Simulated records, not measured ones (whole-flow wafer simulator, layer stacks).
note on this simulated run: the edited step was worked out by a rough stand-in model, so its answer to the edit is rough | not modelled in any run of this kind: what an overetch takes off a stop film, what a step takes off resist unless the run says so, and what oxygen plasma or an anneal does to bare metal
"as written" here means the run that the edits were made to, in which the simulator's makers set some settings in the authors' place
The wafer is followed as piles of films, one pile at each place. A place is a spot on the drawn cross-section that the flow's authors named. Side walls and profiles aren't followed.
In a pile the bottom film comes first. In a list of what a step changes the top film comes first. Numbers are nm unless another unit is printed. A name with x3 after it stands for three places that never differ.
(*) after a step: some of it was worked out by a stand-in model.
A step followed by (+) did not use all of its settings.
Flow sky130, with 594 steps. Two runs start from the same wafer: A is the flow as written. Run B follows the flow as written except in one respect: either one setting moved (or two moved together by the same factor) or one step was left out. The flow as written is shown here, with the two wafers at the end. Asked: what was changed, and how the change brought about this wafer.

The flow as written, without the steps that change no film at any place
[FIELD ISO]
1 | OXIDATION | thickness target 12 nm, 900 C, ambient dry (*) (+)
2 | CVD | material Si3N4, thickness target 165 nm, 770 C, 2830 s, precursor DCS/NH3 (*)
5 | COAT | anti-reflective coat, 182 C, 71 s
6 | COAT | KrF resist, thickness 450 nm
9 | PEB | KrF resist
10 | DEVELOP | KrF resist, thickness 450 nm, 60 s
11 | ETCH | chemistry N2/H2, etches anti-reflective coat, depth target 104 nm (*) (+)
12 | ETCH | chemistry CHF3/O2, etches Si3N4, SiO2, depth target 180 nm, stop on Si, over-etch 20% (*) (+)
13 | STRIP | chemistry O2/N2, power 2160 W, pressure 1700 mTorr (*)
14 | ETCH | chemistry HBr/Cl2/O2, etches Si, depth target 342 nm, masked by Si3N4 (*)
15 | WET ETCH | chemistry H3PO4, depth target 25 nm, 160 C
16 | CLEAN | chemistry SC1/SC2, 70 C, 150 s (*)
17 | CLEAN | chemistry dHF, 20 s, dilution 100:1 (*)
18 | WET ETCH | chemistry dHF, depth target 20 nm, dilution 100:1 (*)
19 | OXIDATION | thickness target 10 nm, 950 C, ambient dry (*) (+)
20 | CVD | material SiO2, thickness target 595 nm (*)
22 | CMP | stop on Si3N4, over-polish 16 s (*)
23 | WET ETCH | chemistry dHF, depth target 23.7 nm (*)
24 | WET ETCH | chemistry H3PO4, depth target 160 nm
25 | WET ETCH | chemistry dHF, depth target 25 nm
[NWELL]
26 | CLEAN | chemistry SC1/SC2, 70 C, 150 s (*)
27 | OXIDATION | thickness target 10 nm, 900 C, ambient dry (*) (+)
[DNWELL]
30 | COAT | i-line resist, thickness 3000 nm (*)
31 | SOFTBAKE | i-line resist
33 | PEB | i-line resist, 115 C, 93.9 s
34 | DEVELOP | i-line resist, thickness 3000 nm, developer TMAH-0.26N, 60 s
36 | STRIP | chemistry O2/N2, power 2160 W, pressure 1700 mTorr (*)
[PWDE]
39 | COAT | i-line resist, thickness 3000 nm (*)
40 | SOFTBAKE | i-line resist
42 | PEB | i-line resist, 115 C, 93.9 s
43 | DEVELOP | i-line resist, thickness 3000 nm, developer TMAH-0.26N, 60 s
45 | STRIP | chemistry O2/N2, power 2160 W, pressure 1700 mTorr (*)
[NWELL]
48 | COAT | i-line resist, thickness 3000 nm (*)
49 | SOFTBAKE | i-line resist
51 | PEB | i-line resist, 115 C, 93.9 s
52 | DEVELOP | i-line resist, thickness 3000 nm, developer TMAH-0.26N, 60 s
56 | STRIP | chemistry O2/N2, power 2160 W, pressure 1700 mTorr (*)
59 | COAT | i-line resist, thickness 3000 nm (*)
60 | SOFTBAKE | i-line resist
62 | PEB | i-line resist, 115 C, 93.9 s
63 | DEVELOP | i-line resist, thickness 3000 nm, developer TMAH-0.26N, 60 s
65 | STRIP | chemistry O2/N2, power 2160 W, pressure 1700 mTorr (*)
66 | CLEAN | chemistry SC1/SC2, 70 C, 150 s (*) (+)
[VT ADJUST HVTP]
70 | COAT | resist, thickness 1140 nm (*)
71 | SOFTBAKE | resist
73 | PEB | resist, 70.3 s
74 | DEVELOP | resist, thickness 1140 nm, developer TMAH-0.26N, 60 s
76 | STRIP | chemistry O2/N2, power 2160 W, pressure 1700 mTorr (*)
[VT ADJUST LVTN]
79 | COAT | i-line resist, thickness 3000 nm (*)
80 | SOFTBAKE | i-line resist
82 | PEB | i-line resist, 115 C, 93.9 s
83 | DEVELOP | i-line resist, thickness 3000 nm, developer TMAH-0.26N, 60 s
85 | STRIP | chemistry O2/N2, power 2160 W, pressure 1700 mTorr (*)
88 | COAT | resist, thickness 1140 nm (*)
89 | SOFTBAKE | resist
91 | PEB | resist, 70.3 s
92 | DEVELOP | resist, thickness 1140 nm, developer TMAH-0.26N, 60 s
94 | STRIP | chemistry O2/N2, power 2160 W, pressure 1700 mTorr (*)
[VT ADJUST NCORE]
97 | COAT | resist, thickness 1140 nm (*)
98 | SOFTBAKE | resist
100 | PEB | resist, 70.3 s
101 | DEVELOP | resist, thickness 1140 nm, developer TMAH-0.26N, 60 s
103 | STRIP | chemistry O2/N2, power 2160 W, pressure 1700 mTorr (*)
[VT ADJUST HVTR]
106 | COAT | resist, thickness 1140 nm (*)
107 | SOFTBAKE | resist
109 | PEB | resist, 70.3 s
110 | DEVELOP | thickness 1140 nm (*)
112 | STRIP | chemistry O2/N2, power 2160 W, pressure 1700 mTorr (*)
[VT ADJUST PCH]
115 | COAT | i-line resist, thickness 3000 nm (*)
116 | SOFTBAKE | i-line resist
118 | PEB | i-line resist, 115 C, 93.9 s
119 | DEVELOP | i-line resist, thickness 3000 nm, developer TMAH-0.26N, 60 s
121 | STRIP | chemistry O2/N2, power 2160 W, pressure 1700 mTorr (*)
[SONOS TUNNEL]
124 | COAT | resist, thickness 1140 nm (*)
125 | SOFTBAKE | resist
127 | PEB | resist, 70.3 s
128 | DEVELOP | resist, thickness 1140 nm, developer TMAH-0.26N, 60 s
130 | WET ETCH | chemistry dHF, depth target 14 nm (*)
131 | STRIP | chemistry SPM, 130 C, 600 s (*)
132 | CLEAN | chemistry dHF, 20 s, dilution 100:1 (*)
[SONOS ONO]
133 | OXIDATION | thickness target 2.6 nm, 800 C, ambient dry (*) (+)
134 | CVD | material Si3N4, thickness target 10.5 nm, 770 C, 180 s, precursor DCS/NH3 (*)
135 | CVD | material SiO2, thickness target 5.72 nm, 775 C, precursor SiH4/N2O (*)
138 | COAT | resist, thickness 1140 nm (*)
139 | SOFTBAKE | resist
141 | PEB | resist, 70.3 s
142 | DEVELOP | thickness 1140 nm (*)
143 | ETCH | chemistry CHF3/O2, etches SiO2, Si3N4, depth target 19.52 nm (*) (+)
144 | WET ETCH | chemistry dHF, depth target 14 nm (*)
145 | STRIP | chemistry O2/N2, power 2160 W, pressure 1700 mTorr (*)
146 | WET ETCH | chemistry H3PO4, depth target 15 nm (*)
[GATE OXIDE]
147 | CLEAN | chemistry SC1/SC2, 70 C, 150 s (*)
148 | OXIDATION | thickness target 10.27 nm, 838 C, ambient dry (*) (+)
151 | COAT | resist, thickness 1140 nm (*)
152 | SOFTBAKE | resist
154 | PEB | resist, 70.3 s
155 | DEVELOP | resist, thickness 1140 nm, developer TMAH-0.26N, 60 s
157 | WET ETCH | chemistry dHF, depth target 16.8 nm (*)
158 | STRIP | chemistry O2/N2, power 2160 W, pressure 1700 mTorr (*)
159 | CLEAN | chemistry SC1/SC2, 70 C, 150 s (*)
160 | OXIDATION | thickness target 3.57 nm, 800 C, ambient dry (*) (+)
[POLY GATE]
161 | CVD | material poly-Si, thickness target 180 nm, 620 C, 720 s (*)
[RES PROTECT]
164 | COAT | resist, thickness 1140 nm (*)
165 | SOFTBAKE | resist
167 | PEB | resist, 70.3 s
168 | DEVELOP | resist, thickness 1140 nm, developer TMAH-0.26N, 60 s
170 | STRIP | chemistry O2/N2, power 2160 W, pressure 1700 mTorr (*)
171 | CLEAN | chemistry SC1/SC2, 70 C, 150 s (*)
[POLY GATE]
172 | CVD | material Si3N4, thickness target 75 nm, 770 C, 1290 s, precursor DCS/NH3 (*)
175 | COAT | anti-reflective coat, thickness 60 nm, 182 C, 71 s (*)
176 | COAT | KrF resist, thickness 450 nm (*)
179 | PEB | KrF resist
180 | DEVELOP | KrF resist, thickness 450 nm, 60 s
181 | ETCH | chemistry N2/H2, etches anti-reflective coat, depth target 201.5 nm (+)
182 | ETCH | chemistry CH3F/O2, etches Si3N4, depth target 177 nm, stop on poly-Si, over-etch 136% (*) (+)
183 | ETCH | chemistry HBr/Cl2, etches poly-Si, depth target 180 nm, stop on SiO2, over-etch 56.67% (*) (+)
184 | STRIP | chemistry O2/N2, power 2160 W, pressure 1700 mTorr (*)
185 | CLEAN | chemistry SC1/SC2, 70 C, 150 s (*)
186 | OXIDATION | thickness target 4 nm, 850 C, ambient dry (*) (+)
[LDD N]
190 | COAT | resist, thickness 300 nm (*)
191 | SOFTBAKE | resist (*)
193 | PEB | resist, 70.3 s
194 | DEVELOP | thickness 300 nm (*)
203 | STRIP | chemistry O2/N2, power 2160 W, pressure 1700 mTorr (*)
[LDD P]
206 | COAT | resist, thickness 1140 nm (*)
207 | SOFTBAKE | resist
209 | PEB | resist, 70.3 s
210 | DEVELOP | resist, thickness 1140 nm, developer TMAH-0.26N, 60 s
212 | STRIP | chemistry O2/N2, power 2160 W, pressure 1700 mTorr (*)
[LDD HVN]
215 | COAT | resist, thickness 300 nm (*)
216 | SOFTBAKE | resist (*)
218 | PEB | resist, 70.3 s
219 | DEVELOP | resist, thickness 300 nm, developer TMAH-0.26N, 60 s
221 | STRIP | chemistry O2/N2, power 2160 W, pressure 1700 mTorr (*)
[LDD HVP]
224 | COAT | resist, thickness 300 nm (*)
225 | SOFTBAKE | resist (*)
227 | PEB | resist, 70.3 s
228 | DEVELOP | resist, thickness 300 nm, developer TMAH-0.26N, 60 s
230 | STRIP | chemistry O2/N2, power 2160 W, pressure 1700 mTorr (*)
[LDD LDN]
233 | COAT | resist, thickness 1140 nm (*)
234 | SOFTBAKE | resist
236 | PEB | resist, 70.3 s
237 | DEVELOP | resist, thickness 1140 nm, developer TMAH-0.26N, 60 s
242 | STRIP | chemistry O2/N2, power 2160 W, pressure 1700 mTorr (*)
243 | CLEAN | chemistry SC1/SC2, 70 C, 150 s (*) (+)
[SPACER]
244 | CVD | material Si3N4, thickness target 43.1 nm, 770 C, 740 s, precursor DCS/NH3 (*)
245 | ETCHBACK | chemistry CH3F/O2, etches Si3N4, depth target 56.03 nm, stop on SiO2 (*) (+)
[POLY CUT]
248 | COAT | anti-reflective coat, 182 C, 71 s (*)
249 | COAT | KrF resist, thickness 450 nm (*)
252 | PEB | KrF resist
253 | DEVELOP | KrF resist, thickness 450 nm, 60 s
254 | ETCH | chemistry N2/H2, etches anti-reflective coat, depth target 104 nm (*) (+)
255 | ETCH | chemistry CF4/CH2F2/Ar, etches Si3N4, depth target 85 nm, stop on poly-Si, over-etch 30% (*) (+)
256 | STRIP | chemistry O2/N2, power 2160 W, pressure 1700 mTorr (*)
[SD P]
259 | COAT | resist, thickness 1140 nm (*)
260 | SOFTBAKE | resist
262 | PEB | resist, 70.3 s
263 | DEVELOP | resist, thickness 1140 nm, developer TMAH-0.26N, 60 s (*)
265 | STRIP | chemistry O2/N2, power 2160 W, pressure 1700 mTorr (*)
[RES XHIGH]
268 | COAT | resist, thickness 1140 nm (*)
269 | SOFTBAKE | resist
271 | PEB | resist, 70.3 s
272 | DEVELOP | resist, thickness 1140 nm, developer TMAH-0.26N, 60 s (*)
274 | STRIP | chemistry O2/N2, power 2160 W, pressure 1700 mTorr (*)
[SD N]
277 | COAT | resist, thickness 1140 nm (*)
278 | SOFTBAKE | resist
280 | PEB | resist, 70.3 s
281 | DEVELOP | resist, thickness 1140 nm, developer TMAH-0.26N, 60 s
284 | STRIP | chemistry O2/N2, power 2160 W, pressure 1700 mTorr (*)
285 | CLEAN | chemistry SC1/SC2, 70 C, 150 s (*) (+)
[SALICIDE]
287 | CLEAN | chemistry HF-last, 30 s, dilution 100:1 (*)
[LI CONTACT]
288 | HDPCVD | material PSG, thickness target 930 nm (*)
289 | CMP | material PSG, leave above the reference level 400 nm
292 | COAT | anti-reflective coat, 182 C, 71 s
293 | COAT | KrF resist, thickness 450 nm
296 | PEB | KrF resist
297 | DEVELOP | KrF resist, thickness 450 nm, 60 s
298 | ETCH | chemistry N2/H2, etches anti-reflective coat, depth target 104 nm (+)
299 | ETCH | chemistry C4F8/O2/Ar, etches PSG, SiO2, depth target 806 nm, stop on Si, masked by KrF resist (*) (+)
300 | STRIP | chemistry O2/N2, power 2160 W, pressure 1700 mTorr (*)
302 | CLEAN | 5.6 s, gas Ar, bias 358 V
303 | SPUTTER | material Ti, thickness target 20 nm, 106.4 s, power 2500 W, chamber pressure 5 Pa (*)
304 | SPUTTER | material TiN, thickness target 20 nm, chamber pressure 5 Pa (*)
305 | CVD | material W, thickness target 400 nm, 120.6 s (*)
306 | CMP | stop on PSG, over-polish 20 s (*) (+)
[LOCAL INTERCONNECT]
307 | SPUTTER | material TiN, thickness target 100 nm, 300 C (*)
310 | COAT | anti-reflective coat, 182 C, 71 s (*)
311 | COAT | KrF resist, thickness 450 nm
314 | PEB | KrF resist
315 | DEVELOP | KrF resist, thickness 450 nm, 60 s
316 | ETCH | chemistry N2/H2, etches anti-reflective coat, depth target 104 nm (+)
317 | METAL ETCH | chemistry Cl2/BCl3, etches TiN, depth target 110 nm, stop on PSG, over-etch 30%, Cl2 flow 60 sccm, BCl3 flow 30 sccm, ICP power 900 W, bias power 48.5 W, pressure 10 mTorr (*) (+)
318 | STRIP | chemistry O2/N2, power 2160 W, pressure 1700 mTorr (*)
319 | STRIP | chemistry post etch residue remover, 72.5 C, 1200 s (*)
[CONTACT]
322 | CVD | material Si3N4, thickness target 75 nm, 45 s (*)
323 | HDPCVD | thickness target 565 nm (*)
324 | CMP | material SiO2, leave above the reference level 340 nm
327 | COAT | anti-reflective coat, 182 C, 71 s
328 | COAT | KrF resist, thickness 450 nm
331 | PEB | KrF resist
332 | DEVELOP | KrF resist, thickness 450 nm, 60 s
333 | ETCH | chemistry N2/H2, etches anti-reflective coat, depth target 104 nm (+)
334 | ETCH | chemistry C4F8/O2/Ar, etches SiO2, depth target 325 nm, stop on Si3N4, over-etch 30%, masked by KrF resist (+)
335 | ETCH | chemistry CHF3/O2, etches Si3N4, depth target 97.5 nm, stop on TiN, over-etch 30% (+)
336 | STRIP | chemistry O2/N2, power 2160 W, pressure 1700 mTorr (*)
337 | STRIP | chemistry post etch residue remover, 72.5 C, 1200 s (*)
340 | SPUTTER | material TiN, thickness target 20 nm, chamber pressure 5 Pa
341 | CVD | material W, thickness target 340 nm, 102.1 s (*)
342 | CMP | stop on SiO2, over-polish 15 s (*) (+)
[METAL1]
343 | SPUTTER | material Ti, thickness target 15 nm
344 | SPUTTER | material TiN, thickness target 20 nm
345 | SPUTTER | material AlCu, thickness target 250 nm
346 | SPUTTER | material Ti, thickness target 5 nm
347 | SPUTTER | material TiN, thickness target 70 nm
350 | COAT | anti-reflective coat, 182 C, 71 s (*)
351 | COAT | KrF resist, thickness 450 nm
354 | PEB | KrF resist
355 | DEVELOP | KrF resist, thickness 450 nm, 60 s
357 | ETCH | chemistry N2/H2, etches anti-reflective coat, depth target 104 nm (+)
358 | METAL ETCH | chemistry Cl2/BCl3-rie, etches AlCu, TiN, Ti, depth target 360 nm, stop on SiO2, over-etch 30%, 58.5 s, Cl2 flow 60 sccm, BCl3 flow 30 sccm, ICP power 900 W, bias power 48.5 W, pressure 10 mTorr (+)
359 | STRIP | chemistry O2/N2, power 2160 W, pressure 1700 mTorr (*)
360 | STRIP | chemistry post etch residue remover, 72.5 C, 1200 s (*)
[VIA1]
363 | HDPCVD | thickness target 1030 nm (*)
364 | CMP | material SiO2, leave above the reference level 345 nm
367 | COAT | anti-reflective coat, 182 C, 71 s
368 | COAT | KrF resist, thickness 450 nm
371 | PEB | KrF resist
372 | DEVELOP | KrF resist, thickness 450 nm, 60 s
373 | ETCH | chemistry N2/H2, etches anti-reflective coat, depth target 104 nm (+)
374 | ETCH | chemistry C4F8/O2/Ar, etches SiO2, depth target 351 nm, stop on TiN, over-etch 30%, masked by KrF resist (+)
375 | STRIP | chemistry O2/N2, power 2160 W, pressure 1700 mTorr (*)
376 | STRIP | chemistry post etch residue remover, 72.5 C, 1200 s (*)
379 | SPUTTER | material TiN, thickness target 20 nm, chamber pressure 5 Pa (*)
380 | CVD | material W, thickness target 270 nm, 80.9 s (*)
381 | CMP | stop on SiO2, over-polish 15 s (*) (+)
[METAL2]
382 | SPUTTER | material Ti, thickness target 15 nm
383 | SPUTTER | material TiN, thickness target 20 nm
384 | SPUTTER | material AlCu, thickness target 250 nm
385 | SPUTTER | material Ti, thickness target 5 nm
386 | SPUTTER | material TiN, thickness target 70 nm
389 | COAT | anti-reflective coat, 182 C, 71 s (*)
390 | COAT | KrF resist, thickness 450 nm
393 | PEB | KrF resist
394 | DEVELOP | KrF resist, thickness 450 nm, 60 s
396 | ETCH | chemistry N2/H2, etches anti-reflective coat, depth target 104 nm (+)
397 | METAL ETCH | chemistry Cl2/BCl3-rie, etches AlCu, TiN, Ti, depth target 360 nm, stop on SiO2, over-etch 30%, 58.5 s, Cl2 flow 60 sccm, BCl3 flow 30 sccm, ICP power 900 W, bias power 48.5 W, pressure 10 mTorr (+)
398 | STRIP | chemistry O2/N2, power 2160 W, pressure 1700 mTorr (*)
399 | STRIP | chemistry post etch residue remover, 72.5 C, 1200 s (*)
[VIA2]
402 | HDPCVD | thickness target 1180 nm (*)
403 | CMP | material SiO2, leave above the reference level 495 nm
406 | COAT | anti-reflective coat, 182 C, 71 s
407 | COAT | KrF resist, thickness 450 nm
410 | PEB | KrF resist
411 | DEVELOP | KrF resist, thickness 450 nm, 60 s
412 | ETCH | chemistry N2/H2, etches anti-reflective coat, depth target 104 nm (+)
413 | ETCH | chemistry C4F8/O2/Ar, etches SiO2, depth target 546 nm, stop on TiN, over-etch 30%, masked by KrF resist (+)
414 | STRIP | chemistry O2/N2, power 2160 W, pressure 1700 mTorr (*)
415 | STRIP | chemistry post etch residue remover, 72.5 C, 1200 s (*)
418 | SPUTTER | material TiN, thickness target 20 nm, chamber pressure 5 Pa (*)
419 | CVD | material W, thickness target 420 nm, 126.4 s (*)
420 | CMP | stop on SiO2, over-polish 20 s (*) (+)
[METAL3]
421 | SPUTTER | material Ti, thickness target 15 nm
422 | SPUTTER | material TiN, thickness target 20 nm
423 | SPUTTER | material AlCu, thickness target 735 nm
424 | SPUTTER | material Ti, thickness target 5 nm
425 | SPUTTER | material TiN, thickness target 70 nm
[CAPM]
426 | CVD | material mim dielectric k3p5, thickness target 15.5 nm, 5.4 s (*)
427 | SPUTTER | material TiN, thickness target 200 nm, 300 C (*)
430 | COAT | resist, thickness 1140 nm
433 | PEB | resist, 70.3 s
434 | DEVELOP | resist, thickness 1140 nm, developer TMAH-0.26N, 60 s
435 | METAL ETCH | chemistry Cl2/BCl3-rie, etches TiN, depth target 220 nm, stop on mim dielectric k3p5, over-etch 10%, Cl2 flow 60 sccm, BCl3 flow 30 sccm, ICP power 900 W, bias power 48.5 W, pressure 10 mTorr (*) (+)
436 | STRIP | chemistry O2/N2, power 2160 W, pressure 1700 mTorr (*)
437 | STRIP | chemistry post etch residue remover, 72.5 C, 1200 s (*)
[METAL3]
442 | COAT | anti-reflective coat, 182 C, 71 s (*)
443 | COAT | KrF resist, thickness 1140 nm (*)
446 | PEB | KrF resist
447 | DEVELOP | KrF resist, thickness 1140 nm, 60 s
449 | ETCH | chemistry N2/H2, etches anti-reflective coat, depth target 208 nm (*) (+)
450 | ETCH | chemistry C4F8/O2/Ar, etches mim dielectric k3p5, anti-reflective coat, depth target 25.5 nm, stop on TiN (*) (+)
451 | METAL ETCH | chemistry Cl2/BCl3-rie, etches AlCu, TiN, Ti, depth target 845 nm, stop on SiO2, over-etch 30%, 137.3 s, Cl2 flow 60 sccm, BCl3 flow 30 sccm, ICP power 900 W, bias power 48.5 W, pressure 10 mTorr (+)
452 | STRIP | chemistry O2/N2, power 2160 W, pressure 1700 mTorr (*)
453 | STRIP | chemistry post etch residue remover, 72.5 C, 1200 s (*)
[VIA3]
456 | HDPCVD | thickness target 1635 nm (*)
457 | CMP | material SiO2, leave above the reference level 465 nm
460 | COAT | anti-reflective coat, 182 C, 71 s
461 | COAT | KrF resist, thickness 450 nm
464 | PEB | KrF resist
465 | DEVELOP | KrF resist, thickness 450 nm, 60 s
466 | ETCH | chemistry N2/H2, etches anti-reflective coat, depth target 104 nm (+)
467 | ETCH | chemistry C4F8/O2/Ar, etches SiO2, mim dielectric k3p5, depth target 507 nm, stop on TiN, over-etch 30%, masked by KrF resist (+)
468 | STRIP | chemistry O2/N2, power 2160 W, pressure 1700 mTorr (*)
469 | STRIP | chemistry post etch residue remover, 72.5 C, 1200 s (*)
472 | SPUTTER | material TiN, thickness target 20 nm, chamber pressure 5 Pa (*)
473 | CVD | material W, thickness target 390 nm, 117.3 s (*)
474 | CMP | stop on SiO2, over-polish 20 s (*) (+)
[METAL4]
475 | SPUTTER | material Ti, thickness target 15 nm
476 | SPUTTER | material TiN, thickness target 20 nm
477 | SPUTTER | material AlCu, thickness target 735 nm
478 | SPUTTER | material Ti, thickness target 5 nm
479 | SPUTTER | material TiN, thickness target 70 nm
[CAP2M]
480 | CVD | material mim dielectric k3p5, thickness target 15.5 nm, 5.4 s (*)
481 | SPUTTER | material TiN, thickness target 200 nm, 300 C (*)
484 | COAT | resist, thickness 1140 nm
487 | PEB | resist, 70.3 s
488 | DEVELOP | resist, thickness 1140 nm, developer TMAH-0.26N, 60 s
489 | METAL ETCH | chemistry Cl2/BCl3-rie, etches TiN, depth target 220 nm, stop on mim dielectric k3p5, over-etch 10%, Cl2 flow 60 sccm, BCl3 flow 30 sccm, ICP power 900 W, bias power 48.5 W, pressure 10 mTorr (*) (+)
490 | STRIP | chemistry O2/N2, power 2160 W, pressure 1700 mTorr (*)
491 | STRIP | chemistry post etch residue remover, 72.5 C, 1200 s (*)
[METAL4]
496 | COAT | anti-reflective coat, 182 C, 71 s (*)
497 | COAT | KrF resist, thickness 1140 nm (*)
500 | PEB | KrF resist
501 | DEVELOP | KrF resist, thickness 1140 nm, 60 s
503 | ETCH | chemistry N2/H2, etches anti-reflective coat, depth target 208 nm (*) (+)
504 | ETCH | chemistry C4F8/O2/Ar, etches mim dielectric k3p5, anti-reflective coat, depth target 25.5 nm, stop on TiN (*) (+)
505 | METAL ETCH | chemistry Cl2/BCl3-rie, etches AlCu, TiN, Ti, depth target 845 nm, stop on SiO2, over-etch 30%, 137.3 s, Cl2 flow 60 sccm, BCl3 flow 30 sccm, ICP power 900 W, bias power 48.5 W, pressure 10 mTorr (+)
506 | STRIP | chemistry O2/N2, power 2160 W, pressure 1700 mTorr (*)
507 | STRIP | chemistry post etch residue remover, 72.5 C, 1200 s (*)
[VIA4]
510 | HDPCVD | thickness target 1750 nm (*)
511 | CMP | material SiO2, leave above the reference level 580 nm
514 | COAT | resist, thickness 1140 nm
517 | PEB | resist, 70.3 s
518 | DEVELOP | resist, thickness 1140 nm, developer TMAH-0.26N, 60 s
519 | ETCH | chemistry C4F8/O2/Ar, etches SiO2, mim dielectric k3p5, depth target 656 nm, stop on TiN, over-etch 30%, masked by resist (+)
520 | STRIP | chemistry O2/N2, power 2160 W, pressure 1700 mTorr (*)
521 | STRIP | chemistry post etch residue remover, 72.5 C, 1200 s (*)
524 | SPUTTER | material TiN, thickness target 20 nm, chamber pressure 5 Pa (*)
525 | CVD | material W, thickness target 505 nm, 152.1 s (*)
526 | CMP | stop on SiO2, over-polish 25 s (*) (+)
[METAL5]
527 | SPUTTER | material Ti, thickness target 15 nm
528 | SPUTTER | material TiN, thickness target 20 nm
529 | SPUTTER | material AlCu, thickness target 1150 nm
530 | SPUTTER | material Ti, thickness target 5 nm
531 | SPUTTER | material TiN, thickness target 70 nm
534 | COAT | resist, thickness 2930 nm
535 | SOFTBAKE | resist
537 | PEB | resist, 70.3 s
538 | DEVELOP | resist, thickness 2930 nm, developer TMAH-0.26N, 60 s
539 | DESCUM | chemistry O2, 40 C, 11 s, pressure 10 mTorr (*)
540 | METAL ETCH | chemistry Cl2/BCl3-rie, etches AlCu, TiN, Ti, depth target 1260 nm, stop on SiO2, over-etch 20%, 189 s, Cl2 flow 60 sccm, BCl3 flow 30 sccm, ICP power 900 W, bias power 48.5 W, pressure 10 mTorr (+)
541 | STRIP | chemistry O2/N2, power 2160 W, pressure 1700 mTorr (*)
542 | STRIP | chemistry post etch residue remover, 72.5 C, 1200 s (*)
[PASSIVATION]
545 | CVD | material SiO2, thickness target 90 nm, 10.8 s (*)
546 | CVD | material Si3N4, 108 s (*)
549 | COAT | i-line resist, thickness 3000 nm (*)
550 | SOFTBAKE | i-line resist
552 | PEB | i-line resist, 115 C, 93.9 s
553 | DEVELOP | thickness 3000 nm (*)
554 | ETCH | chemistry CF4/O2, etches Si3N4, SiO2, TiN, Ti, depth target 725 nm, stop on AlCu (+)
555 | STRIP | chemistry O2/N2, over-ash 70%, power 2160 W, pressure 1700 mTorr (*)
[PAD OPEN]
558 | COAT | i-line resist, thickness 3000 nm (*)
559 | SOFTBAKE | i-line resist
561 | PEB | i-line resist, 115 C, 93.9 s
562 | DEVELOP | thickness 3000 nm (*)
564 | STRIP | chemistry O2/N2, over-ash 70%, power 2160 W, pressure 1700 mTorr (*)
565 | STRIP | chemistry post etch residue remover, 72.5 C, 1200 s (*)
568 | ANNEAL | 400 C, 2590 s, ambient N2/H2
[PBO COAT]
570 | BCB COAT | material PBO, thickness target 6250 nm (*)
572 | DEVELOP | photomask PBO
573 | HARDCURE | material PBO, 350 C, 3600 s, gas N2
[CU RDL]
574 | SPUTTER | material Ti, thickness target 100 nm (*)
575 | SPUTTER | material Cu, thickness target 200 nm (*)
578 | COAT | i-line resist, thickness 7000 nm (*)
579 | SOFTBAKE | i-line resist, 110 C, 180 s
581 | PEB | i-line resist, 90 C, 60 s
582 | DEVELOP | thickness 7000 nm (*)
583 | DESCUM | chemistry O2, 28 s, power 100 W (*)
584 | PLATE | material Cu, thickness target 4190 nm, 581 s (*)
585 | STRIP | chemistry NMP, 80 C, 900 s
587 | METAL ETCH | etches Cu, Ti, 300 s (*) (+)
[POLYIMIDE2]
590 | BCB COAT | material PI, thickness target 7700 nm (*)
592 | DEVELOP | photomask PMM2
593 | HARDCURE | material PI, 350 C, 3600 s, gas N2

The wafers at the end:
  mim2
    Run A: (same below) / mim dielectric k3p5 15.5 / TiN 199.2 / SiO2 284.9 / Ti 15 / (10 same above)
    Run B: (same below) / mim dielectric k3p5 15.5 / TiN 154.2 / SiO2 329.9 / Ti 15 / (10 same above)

Cause: step 481, SPUTTER: thickness target 155 nm was run, whereas the flow has thickness target 200 nm.

Step by step, how the change led to this:
  481 | SPUTTER | material TiN, thickness target 200 nm, 300 C (*)
      field, active, n_well and 189 more: A TiN gains 200 (new film) | B TiN gains 155 (new film)
  489 | METAL ETCH | chemistry Cl2/BCl3-rie, etches TiN, depth target 220 nm, stop on mim dielectric k3p5, over-etch 10%, Cl2 flow 60 sccm, BCl3 flow 30 sccm, ICP power 900 W, bias power 48.5 W, pressure 10 mTorr (*) (+)
      field, active, n_well and 188 more: A TiN loses 200 (all of it) | B TiN loses 155 (all of it)
      mim2: A resist loses 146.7 | B resist loses 113.7
  490 | STRIP | chemistry O2/N2, power 2160 W, pressure 1700 mTorr (*)
      mim2: A resist loses 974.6 (all of it) | B resist loses 1007.6 (all of it)
  496 | COAT | anti-reflective coat, 182 C, 71 s (*)
      iso_guard__w2: A anti-reflective coat gains 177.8 (new film) | B anti-reflective coat gains 148.2 (new film)
      mim2: A anti-reflective coat gains 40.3 (new film) | B anti-reflective coat gains 31.3 (new film)
  497 | COAT | KrF resist, thickness 1140 nm (*)
      mim2: A KrF resist gains 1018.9 (new film) | B KrF resist gains 1061 (new film)
  506 | STRIP | chemistry O2/N2, power 2160 W, pressure 1700 mTorr (*)
      iso_guard__w2: A KrF resist loses 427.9 (all of it), anti-reflective coat loses 177.8 (all of it) | B KrF resist loses 447.9 (all of it), anti-reflective coat loses 148.2 (all of it)
      mim2: A KrF resist loses 372.1 (all of it), anti-reflective coat loses 40.3 (all of it) | B KrF resist loses 414.1 (all of it), anti-reflective coat loses 31.3 (all of it)
  511 | CMP | material SiO2, leave above the reference level 580 nm
      mim2: A SiO2 loses 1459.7 | B SiO2 loses 1414.7
